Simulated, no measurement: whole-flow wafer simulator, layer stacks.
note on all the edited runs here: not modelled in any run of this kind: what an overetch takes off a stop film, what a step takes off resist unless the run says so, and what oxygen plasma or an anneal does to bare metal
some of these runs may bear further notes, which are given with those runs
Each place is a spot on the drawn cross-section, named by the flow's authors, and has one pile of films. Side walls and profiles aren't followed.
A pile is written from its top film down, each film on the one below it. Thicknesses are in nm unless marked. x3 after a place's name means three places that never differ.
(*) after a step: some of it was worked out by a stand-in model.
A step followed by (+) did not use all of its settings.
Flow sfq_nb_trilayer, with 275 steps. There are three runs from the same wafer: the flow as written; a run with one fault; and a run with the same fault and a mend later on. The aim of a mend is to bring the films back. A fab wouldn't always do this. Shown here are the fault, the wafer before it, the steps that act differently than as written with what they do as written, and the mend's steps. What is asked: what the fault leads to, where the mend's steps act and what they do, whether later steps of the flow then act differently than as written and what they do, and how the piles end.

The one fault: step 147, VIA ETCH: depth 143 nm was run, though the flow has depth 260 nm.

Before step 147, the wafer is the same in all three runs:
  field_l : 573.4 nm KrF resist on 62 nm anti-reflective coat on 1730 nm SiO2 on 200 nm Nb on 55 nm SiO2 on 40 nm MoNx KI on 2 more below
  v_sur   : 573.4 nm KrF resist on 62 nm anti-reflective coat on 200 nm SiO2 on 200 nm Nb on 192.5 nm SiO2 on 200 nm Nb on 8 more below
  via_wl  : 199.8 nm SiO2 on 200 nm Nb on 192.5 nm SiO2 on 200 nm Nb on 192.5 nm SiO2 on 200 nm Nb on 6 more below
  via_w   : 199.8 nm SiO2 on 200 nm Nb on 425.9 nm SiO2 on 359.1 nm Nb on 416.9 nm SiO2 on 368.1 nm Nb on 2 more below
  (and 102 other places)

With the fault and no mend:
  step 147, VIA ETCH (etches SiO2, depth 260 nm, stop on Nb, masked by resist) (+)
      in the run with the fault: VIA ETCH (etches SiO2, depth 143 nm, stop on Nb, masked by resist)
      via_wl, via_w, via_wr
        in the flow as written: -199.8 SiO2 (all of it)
        in the run with the fault: -143 SiO2
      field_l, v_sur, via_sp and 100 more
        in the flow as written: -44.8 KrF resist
        in the run with the fault: -24.7 KrF resist
  Steps further on in the flow that do not act as written (5 more steps, not shown, differ only slightly: by at most 2% or 0.5 nm, whichever is larger):
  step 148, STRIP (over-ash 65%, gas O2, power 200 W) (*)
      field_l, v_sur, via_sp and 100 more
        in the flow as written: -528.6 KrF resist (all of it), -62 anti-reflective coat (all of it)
        in the run with the fault: -548.8 KrF resist (all of it), -62 anti-reflective coat (all of it)
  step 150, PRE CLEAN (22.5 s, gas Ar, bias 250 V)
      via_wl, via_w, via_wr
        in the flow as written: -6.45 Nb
        in the run with the fault: -7.5 SiO2
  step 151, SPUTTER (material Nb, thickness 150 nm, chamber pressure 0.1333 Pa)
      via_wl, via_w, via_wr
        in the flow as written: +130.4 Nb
        in the run with the fault: +136.9 Nb (new film)
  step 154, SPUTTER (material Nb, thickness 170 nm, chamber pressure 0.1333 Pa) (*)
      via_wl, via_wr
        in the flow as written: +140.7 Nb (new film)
        in the run with the fault: +150.4 Nb (new film)
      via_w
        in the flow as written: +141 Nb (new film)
        in the run with the fault: +150.8 Nb (new film)
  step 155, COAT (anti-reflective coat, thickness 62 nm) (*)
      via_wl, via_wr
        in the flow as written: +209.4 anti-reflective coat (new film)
        in the run with the fault: +158.6 anti-reflective coat (new film)
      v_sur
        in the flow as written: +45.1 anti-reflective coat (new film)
        in the run with the fault: +47.4 anti-reflective coat (new film)
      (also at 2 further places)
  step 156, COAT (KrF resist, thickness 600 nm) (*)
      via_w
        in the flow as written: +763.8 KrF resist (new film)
        in the run with the fault: +711 KrF resist (new film)
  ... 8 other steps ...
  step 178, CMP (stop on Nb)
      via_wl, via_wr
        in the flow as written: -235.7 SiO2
        in the run with the fault: -298 SiO2
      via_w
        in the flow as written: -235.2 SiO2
        in the run with the fault: -297.4 SiO2
  The piles end different from the flow's at via_wl, via_w, via_wr by more than 2% or 0.5 nm, whichever is larger.
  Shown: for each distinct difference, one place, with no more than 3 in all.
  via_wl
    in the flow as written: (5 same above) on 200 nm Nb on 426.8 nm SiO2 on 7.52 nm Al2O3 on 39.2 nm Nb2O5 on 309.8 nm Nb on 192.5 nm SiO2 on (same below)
    in the run with the fault: (5 same above) on 200 nm Nb on 364.5 nm SiO2 on 7.66 nm Al2O3 on 38.9 nm Nb2O5 on 122.9 nm Nb on 49.3 nm SiO2 on 200 nm Nb on 192.5 nm SiO2 on (same below)
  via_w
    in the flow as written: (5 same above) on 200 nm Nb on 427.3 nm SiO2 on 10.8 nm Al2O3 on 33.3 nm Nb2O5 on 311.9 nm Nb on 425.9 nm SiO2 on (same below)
    in the run with the fault: (5 same above) on 200 nm Nb on 365.1 nm SiO2 on 11.4 nm Al2O3 on 32.3 nm Nb2O5 on 125.3 nm Nb on 49.3 nm SiO2 on 200 nm Nb on 425.9 nm SiO2 on (same below)

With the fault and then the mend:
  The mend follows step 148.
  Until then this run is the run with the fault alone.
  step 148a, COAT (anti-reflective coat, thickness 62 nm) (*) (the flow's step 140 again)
      p4_fl x3, p4_w1 x9, p4_g1 x2 and 63 more
        +62 anti-reflective coat (new film)
      field_r, lsp_l, ln_m5, lsp_m, ln_m6, lsp_r, l0_sur, l0v
        +61.8 anti-reflective coat (new film)
      ce_r, sp_r, be_r, r_sur, res, r_end, moat
        +61.7 anti-reflective coat (new film)
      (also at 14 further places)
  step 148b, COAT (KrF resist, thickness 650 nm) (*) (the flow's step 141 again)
      p4_fl x3, p4_w1 x9, p4_g1 x2 and 63 more
        +650 KrF resist (new film)
      moat, field_r, lsp_l, ln_m5, lsp_m, ln_m6, lsp_r, l0_sur
        +649.5 KrF resist (new film)
      r_sur, res, r_end, l0v
        +649.4 KrF resist (new film)
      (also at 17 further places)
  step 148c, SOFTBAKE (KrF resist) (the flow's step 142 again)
      alters no film at any place that is followed
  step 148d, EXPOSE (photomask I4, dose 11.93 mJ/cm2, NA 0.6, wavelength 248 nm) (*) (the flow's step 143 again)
      alters no film at any place that is followed
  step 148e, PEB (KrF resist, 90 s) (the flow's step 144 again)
      jj_sur, ce_l, c5j and 92 more
        -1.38 KrF resist
      v_sur, via_v, wire, be, be_sur, gap
        -1.37 KrF resist
      field_l, via_sp
        -1.36 KrF resist
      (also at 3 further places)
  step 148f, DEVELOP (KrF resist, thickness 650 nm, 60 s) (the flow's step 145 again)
      field_l, v_sur, via_sp and 100 more
        -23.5 KrF resist
      via_wl
        -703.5 KrF resist (all of it)
      via_w
        -742.9 KrF resist (all of it)
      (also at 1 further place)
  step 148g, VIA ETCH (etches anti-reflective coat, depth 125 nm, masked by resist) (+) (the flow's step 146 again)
      field_l, v_sur, via_sp and 100 more
        -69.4 KrF resist
      via_wl, via_wr
        -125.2 anti-reflective coat (all of it)
      via_w
        -81.2 anti-reflective coat (all of it), -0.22 SiO2
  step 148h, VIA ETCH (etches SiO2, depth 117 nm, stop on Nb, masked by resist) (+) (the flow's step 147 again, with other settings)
      field_l, v_sur, via_sp and 100 more
        -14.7 KrF resist
      via_wl, via_wr
        -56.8 SiO2 (all of it)
      via_w
        -56.6 SiO2 (all of it)
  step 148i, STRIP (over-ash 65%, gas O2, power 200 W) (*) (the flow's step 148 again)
      p4_fl x3, p4_w1 x9, p4_g1 x2 and 63 more
        -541 KrF resist (all of it), -62 anti-reflective coat (all of it)
      field_r, lsp_l, l0_sur, l0v
        -540.4 KrF resist (all of it), -61.8 anti-reflective coat (all of it)
      ln_m5, lsp_m, ln_m6, lsp_r
        -540.5 KrF resist (all of it), -61.8 anti-reflective coat (all of it)
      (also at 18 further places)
  Every later step of the flow that is run acts as written, at every place that is followed, to within 2% or 0.5 nm, whichever is larger.
  By the end, the piles equal the flow's at every place that both follow.
